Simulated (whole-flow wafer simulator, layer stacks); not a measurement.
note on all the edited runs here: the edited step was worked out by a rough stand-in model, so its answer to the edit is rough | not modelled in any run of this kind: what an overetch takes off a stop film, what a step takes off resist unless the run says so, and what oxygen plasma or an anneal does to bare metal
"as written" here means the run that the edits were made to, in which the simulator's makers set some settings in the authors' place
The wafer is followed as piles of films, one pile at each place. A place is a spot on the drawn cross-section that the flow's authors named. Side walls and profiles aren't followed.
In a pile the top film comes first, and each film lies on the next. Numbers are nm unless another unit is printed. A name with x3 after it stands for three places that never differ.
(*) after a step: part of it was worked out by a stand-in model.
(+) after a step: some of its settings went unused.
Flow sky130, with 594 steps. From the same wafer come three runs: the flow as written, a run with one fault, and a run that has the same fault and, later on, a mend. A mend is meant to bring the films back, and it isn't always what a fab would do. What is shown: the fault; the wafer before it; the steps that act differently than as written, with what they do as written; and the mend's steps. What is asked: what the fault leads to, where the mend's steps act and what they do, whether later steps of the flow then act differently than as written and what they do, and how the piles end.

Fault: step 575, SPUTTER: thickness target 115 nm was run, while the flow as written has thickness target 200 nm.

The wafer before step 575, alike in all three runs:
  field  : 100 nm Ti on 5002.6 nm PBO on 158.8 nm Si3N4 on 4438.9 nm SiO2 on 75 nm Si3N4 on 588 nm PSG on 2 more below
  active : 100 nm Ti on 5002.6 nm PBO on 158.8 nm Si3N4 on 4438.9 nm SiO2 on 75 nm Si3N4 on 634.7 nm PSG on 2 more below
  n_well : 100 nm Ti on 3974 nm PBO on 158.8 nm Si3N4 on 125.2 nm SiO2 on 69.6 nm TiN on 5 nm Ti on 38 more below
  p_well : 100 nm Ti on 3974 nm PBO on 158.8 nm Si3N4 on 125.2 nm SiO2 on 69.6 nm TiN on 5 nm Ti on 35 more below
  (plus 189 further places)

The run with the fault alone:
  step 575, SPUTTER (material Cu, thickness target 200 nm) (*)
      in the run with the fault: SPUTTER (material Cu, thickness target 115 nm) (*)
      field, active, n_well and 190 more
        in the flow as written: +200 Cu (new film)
        in the run with the fault: +115 Cu (new film)
  Steps later in the flow that act otherwise than as written (6 more steps, not shown, differ only slightly: by at most 2% or 0.5 nm, whichever is larger):
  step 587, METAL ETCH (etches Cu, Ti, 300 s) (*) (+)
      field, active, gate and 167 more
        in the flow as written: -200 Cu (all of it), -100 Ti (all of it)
        in the run with the fault: -115 Cu (all of it), -100 Ti (all of it)
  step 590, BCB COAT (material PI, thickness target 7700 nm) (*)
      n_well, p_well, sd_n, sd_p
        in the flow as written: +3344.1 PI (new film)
        in the run with the fault: +3429.1 PI (new film)
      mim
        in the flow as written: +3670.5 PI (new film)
        in the run with the fault: +3751.7 PI (new film)
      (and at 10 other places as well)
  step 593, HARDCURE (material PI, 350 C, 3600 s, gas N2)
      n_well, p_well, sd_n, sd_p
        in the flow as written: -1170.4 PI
        in the run with the fault: -1200.2 PI
  By the end, the piles at n_well, p_well, sd_n and 20 more depart from the flow's by more than 2% or 0.5 nm, whichever is larger.
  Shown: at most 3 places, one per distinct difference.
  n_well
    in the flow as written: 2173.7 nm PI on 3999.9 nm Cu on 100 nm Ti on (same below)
    in the run with the fault: 2228.9 nm PI on 3914.9 nm Cu on 100 nm Ti on (same below)
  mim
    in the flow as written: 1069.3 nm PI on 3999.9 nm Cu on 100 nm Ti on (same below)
    in the run with the fault: 1148.9 nm PI on 3914.9 nm Cu on 100 nm Ti on (same below)
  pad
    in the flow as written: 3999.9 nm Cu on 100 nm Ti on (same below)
    in the run with the fault: 3914.9 nm Cu on 100 nm Ti on (same below)

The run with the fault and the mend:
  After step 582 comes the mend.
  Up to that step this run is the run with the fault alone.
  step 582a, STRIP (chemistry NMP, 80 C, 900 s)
      wcut_nhv, wcut_phv, wcut_fox_pw and 23 more
        -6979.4 i-line resist (all of it)
      mim_edge_plate_strap, mim_edge_plate, mim_edge_gap, mim_edge_gap_sheet, vpp_l1ln, dnw_fox
        -6980.8 i-line resist (all of it)
      gate_len, gate_lvt_sd_len, gate_p_sd_len, gate_p_hvt_sd_len, gate_p_lvt_sd_len, gate_len_250
        -6982 i-line resist (all of it)
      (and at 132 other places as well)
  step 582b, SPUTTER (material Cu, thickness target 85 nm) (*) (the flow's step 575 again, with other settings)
      field, active, n_well and 190 more
        +85 Cu
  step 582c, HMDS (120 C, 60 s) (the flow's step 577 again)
      leaves every film unchanged at each place that is followed
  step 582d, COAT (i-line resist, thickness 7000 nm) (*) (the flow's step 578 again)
      dice_street, wcut_nhv, wcut_phv and 18 more
        +7000 i-line resist (new film)
      poly_ln, iso_pw_fox, gate_lvt_sd, active_lvt, spacer_lvt, sonos_sd, sonos_cell_x, sonos_guard_x
        +7003.2 i-line resist (new film)
      vpp_iso2, mim_edge_plate_strap, mim_edge_plate, mim_edge_gap, mim_edge_gap_sheet, gate_hv_nvt, de16_nw_sti
        +7001.4 i-line resist (new film)
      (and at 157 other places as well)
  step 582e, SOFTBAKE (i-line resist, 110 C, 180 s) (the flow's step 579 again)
      de16_gate_pw, de16_pw_fp, de16_pw_sti, de16_psrc_nw
        -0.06 i-line resist
      field, active_lvt
        +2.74 i-line resist
      mim, vcap_hvt
        -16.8 i-line resist
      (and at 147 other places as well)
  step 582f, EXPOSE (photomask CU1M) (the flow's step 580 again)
      leaves every film unchanged at each place that is followed
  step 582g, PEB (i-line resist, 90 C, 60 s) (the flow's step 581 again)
      field, active, n_well and 134 more
        -0.07 i-line resist
      pad
        -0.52 i-line resist
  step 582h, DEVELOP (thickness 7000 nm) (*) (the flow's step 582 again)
      field, active, gate and 167 more
        -20.6 i-line resist
      n_well, p_well, sd_n, sd_p
        -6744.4 i-line resist (all of it)
      dep_nw_sti, dep_ntap_nw, de16_nw_sti
        -7000.7 i-line resist (all of it)
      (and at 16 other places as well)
  Later steps of the flow that are run all act as written at every place that is followed.
  By the end, the piles equal the flow's at every place that both follow.
